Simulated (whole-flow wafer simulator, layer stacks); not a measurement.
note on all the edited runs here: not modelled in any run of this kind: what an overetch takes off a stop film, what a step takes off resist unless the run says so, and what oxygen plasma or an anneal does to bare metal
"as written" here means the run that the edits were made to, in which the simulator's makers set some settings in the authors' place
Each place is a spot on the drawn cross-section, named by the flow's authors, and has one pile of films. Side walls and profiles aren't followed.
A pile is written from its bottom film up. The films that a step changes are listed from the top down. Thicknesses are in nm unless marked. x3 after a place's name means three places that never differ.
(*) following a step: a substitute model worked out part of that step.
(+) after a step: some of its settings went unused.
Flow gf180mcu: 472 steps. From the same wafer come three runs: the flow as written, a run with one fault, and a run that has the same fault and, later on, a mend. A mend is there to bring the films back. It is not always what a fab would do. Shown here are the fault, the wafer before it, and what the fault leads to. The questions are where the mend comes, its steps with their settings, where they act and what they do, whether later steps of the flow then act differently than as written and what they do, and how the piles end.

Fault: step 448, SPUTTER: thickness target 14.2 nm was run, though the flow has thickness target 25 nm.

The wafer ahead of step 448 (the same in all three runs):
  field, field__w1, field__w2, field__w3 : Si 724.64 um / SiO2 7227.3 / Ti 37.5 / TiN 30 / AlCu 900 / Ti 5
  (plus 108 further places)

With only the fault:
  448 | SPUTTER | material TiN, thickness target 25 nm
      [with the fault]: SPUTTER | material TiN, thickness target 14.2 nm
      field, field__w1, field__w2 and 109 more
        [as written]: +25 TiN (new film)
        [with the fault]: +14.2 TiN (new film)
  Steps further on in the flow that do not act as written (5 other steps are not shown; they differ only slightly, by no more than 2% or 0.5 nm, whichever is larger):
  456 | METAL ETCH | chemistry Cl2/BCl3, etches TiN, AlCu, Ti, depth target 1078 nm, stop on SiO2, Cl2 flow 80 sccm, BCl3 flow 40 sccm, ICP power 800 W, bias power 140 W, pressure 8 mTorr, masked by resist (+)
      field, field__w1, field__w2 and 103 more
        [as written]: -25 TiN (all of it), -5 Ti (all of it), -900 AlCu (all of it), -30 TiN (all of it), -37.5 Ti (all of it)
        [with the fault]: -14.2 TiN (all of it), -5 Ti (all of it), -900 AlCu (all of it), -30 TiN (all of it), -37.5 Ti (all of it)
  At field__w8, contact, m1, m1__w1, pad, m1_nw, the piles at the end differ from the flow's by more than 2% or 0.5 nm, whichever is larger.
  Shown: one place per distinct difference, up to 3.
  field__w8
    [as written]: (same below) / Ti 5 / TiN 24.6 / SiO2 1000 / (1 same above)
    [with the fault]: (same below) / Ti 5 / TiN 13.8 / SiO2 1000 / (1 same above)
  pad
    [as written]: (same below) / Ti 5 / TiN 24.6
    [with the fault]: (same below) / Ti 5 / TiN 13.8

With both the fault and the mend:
  After step 455 comes the mend.
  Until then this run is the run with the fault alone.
  455a | STRIP | chemistry O2/N2, power 2160 W, pressure 1700 mTorr (*)
      field__w8, contact, m1, m1__w1, pad, m1_nw
        -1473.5 resist (all of it)
  455b | SPUTTER | material TiN, thickness target 10.8 nm (the flow's step 448 again, with other settings)
      field, field__w1, field__w2 and 109 more
        +10.8 TiN
  455c | HMDS | 120 C, 60 s (the flow's step 450 again)
      does not change any film at any place that is followed
  455d | COAT | resist, thickness 1500 nm (the flow's step 451 again)
      field, field__w1, field__w2 and 109 more
        +1500 resist (new film)
  455e | SOFTBAKE | resist (the flow's step 452 again)
      does not change any film at any place that is followed
  455f | EXPOSE | photomask MetalTop (the flow's step 453 again)
      does not change any film at any place that is followed
  455g | PEB | resist, 70.3 s (the flow's step 454 again)
      field, field__w1, field__w2 and 109 more
        -26.5 resist
  455h | DEVELOP | thickness 1500 nm, 60 s (the flow's step 455 again)
      field, field__w1, field__w2 and 103 more
        -1473.5 resist (all of it)
  Every later step of the flow that is run acts as written at every place that is followed.
  At every place that both follow, the piles at the end match the flow's.
